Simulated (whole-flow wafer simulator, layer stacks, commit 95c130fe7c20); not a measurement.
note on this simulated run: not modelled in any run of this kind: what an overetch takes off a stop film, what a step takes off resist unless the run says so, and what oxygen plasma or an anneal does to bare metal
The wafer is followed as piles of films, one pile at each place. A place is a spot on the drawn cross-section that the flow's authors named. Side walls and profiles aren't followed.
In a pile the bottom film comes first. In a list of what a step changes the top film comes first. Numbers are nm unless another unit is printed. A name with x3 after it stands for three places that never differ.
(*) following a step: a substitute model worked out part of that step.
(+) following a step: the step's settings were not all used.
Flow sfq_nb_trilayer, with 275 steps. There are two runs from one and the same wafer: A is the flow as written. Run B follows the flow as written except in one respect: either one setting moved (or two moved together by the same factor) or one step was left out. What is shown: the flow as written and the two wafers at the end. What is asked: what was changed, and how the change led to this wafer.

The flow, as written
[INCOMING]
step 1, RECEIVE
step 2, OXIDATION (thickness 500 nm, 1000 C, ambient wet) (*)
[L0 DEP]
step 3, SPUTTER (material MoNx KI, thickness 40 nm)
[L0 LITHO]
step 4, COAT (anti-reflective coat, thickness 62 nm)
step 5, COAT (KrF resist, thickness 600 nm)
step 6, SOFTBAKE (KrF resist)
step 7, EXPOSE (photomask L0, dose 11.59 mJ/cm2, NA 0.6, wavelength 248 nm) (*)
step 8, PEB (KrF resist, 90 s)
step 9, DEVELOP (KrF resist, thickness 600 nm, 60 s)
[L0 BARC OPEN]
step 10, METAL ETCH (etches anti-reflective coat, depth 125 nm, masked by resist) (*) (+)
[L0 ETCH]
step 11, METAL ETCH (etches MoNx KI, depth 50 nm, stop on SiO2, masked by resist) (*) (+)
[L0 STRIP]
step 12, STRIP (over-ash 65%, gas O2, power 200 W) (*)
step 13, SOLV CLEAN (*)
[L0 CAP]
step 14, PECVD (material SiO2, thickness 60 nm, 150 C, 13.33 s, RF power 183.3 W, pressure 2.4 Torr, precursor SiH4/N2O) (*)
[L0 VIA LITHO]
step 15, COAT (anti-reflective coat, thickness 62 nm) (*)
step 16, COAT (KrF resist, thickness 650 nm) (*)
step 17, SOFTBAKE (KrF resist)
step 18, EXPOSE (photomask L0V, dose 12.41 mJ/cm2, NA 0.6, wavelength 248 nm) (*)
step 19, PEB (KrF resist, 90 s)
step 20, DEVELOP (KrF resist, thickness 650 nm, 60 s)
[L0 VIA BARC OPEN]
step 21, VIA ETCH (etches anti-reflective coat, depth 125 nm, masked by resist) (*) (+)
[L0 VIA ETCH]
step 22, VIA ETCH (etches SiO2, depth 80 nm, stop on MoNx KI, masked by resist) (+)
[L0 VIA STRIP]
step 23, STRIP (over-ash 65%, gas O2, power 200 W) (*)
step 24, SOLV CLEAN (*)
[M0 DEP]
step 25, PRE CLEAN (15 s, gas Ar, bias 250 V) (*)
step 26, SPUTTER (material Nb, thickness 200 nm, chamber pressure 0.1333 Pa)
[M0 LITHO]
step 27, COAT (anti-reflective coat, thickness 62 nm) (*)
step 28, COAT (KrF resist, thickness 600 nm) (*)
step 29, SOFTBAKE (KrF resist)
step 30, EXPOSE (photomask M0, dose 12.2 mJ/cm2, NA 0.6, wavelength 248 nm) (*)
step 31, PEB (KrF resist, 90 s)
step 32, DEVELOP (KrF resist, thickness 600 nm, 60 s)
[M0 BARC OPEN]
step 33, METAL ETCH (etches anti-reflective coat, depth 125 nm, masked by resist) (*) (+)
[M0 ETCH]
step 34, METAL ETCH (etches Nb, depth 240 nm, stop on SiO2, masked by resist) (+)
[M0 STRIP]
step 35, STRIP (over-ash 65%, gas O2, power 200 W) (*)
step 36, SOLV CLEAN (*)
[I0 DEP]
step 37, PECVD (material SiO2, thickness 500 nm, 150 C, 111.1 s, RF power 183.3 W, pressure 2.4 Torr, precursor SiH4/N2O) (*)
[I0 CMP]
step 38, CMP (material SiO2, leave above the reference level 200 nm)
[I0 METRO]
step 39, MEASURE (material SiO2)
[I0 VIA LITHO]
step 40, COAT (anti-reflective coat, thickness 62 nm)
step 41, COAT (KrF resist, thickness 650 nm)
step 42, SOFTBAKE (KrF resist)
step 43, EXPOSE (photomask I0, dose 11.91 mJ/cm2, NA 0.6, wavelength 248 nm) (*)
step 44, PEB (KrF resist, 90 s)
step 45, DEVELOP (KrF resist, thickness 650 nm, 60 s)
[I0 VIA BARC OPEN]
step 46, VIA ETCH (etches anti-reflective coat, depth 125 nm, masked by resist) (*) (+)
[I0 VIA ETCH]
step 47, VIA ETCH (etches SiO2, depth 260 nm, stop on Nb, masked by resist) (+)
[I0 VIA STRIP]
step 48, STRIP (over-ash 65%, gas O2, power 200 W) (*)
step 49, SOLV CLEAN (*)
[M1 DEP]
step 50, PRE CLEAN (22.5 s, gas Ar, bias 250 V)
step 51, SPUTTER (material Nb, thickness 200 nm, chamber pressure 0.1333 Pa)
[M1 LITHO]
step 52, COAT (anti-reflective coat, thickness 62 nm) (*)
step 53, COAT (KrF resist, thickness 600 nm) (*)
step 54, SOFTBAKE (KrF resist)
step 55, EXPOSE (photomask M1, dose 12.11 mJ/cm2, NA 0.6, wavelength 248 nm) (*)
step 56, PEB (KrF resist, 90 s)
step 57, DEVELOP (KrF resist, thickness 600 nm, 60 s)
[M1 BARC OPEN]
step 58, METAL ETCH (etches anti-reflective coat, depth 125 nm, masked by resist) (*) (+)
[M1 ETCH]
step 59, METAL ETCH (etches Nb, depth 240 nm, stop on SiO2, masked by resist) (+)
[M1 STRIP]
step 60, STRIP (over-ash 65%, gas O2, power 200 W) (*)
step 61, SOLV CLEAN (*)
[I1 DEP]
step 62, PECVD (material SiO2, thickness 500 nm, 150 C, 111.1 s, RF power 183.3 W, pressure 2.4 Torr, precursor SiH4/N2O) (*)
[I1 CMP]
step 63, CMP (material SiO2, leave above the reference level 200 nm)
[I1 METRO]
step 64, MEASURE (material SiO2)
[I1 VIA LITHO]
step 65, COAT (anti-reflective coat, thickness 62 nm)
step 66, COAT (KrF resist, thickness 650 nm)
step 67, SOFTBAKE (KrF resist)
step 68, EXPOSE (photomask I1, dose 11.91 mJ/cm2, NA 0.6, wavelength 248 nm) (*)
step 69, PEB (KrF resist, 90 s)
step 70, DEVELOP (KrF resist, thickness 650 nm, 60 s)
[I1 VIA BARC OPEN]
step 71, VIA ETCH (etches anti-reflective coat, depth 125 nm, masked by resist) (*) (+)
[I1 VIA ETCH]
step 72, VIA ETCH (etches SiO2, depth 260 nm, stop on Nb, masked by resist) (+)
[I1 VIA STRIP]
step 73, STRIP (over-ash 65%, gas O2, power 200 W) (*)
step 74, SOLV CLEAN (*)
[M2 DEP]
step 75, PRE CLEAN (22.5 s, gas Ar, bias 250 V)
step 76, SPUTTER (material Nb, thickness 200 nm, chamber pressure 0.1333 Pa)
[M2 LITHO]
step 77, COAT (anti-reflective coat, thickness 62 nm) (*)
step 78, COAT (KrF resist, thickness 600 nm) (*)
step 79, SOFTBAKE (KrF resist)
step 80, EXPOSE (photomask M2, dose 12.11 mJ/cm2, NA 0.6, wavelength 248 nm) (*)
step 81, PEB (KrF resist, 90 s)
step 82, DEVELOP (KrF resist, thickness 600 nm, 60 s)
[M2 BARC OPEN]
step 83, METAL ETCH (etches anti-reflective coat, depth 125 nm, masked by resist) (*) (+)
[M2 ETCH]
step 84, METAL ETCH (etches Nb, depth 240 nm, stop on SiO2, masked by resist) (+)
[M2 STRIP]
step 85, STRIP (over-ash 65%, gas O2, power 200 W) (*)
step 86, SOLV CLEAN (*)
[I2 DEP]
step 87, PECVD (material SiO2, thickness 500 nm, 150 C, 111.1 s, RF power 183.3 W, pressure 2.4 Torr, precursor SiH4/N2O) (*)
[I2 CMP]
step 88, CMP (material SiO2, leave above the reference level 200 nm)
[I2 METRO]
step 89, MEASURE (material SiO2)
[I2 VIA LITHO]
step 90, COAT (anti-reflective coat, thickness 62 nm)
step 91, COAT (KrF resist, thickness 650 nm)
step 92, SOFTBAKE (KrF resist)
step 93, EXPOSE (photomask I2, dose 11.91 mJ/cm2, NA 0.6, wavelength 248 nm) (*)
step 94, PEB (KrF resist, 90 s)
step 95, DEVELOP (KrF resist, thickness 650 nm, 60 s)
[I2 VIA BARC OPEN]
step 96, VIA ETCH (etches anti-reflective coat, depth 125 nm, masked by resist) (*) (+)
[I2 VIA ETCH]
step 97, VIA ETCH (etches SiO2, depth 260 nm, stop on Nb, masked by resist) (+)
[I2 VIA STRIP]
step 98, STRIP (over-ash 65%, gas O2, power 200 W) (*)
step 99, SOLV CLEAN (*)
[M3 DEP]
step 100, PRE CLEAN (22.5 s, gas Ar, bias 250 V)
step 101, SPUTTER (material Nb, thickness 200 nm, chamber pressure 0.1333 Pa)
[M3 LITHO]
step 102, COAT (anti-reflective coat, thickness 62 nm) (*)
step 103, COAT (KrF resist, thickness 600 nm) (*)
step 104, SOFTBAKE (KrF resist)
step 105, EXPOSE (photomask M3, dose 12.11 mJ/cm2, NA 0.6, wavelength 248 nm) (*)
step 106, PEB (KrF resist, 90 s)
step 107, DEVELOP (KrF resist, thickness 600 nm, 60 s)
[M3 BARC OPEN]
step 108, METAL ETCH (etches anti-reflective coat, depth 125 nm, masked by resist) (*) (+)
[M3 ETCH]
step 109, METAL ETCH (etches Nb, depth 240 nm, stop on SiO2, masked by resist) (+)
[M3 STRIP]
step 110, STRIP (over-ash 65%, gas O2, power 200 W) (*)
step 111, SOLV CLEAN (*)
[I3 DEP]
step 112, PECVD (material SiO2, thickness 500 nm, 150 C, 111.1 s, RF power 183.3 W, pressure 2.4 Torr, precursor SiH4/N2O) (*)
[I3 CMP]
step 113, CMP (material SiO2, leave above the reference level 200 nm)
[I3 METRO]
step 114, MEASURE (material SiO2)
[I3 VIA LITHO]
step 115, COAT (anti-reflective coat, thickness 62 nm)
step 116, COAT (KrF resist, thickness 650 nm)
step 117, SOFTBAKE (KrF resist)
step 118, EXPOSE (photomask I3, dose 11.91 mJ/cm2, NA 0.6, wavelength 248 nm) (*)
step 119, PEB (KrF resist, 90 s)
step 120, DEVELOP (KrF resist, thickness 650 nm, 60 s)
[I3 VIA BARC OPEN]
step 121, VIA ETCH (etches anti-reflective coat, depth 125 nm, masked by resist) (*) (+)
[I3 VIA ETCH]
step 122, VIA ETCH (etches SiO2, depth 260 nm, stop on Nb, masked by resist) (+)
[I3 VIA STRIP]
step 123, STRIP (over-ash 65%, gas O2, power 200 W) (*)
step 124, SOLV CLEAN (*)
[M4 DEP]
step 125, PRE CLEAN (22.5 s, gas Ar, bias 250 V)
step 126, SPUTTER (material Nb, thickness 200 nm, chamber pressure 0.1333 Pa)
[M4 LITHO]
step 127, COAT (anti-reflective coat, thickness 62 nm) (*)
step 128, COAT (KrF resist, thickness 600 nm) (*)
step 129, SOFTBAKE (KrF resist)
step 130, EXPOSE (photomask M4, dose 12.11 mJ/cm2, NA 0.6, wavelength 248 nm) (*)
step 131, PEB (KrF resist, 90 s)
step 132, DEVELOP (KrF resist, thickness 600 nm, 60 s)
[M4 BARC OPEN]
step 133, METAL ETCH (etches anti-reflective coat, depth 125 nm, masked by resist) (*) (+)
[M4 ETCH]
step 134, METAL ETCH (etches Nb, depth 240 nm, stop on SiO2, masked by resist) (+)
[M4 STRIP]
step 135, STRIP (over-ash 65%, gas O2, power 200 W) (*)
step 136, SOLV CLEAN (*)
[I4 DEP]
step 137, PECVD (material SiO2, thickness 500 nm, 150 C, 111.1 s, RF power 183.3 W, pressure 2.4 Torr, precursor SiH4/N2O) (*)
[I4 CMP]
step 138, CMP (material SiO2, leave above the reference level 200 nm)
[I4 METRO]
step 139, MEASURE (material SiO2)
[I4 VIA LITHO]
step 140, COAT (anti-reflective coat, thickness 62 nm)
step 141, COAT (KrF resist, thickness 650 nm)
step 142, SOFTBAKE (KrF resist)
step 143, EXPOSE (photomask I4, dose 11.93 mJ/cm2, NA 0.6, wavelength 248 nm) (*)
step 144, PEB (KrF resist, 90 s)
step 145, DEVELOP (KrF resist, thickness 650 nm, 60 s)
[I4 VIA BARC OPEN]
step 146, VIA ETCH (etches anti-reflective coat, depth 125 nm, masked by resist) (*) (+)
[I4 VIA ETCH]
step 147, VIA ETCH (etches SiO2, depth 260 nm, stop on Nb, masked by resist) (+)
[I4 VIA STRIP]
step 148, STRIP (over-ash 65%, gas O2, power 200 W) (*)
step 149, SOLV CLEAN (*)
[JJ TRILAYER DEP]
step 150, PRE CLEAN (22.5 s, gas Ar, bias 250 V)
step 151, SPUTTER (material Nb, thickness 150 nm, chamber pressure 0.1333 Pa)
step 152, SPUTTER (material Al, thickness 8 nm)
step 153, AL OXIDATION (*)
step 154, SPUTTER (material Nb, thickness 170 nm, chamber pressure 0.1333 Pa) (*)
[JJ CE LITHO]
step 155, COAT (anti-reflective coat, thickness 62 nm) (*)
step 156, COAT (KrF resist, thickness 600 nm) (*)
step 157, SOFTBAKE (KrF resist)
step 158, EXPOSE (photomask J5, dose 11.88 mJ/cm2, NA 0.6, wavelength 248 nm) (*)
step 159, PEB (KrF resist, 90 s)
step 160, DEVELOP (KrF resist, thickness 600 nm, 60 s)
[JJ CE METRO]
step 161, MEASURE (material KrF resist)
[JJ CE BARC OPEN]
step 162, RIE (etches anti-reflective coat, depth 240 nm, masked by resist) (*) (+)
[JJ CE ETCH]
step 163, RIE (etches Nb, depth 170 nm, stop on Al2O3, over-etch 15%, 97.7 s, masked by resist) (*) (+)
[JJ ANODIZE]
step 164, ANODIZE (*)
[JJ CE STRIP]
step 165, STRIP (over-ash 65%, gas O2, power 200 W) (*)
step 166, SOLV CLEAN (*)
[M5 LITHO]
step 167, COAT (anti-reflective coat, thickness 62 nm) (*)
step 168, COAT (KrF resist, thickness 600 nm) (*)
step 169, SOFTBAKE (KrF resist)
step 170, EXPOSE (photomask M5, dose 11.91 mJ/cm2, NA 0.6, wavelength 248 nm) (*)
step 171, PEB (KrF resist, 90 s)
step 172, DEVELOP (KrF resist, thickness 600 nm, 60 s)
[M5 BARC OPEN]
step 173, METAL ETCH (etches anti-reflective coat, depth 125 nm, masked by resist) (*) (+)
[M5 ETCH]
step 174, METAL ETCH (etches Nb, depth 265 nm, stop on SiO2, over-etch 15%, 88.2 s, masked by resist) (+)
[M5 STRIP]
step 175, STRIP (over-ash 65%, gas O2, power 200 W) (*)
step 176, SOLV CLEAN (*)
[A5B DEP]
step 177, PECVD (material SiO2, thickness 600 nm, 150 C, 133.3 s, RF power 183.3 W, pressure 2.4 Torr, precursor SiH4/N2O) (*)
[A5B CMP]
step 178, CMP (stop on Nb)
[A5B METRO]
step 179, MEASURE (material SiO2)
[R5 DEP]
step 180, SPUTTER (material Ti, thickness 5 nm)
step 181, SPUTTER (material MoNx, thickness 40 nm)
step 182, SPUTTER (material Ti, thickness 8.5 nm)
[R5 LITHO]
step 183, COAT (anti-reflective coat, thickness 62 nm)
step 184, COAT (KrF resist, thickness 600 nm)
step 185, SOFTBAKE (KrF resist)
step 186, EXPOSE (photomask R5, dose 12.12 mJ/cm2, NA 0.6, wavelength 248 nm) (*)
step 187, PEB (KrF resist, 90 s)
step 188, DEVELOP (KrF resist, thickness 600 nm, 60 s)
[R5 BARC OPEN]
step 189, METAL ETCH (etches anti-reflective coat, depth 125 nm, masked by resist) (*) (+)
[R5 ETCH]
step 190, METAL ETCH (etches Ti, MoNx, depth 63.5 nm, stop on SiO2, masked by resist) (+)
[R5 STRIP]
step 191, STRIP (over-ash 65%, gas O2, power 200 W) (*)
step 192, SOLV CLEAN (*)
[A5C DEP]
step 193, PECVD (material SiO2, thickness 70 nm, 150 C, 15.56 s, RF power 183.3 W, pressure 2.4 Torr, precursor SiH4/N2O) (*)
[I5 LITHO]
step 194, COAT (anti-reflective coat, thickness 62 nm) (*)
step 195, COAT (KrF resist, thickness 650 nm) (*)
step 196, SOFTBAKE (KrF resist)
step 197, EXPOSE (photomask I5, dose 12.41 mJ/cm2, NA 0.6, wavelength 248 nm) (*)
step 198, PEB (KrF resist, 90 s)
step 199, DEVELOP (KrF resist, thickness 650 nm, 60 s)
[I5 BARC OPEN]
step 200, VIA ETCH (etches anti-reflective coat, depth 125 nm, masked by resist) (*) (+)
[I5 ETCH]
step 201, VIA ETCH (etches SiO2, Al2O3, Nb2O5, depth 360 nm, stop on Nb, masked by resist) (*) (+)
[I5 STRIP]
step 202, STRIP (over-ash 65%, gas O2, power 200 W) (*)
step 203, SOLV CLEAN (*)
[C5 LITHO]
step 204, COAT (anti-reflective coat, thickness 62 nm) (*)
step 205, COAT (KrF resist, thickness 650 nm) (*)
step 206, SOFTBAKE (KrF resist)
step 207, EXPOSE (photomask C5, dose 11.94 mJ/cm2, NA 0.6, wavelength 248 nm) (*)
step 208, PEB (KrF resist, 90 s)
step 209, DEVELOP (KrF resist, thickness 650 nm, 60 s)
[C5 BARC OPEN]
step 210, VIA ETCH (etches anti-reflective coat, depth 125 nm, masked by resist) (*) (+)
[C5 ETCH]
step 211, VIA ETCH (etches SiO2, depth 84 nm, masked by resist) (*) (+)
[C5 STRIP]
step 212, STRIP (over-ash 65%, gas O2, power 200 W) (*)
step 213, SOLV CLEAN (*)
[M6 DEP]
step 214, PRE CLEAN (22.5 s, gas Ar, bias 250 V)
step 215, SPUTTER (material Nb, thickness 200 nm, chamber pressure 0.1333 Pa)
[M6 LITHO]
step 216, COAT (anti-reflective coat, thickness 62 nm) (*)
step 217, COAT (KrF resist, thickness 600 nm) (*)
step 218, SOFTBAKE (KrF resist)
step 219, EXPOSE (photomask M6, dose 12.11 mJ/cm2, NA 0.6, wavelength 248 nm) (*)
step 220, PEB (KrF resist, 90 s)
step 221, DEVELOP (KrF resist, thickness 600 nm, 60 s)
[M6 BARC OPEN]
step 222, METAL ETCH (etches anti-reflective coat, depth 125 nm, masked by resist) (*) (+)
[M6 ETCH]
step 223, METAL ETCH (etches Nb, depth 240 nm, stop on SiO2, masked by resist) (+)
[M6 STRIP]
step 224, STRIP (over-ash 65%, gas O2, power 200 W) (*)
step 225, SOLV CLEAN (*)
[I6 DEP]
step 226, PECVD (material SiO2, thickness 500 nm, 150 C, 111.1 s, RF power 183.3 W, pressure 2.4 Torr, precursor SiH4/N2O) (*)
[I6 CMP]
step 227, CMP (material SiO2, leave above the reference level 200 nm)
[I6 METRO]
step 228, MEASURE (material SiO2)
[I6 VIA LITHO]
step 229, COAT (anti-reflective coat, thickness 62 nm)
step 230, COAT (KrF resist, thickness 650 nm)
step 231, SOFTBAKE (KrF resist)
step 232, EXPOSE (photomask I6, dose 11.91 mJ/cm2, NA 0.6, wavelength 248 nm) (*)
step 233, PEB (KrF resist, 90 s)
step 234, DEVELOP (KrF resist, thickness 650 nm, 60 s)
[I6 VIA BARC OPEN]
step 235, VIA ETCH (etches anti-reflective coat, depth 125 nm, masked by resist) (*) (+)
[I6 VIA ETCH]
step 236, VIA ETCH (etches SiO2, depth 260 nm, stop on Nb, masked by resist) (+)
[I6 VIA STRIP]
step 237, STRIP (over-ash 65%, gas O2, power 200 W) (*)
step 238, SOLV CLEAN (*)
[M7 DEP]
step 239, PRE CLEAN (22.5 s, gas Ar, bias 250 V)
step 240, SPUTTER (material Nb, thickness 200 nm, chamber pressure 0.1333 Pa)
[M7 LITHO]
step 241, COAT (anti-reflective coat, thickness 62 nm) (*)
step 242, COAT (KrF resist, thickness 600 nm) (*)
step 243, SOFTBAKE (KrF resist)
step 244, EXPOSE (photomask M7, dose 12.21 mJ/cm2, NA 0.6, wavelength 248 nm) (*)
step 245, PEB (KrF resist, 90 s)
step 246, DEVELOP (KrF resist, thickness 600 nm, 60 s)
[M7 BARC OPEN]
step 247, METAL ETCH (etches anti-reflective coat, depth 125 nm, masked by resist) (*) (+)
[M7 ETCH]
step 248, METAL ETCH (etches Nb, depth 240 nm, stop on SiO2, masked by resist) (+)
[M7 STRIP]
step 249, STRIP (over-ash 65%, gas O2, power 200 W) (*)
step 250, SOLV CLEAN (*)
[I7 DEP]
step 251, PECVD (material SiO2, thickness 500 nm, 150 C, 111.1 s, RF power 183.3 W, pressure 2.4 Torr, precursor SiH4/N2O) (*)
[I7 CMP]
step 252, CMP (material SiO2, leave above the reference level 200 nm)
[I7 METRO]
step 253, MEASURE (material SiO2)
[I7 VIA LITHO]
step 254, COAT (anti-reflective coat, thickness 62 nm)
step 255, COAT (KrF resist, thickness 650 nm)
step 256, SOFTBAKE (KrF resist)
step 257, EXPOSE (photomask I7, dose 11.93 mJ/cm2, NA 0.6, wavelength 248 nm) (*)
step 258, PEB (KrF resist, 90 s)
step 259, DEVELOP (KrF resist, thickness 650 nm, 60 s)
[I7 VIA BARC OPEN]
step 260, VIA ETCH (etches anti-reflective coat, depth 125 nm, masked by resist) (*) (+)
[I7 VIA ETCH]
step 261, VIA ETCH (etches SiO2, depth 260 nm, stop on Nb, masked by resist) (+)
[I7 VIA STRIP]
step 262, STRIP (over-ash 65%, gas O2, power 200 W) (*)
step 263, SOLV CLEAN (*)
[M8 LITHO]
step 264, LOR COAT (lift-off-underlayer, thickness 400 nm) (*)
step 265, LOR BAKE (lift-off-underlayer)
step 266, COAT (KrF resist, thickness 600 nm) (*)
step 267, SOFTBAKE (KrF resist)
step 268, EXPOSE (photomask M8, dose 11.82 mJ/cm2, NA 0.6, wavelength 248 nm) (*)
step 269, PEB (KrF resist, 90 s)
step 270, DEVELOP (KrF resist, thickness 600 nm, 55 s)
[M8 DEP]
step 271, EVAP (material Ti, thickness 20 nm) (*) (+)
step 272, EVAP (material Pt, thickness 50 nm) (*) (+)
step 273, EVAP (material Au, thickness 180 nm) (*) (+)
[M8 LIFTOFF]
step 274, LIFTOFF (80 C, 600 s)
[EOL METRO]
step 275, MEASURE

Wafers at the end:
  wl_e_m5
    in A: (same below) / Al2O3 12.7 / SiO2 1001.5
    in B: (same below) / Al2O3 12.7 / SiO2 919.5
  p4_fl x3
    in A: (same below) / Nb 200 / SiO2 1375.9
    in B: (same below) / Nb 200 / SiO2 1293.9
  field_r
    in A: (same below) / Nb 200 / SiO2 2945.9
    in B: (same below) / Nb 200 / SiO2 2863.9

The reason: step 227, CMP: leave above the reference level 118 nm was run, whereas the flow has leave above the reference level 200 nm.

The path from the change to this, step by step:
  step 227, CMP (material SiO2, leave above the reference level 200 nm)
      field_l, p4_fl x3, p4_w1 x9 and 49 more: A SiO2 loses 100 | B SiO2 loses 182
      v_sur, via_wl, via_w and 15 more: A SiO2 loses 300 | B SiO2 loses 382
      (and at 26 other places as well)
  step 236, VIA ETCH (etches SiO2, depth 260 nm, stop on Nb, masked by resist) (+)
      field_l, v_sur, via_wl and 102 more: A KrF resist loses 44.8 | B KrF resist loses 30.5
      via_v: A SiO2 loses 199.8 (all of it) | B SiO2 loses 117.8 (all of it)
  step 237, STRIP (over-ash 65%, gas O2, power 200 W) (*)
      field_l, v_sur, via_wl and 102 more: A KrF resist loses 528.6 (all of it), anti-reflective coat loses 62 (all of it) | B KrF resist loses 543 (all of it), anti-reflective coat loses 62 (all of it)
  step 240, SPUTTER (material Nb, thickness 200 nm, chamber pressure 0.1333 Pa)
      via_v: A Nb gains 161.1 | B Nb gains 181.2
  step 241, COAT (anti-reflective coat, thickness 62 nm) (*)
      via_sp: A anti-reflective coat gains 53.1 (new film) | B anti-reflective coat gains 54.7 (new film)
      via_v: A anti-reflective coat gains 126 (new film) | B anti-reflective coat gains 106.7 (new film)
      (and at 1 other place as well)
  step 242, COAT (KrF resist, thickness 600 nm) (*)
      via_v: A KrF resist gains 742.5 (new film) | B KrF resist gains 673.4 (new film)
  step 249, STRIP (over-ash 65%, gas O2, power 200 W) (*)
      via_sp: A KrF resist loses 373.6 (all of it), anti-reflective coat loses 53.1 (all of it) | B KrF resist loses 379.3 (all of it), anti-reflective coat loses 54.7 (all of it)
      via_v: A KrF resist loses 524.5 (all of it), anti-reflective coat loses 126 (all of it) | B KrF resist loses 455.6 (all of it), anti-reflective coat loses 106.7 (all of it)
      (and at 1 other place as well)
  step 251, PECVD (material SiO2, thickness 500 nm, 150 C, 111.1 s, RF power 183.3 W, pressure 2.4 Torr, precursor SiH4/N2O) (*)
      via_v: A SiO2 gains 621 (new film) | B SiO2 gains 500 (new film)
  step 252, CMP (material SiO2, leave above the reference level 200 nm)
      via_v: A SiO2 loses 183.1 | B SiO2 loses 164.3
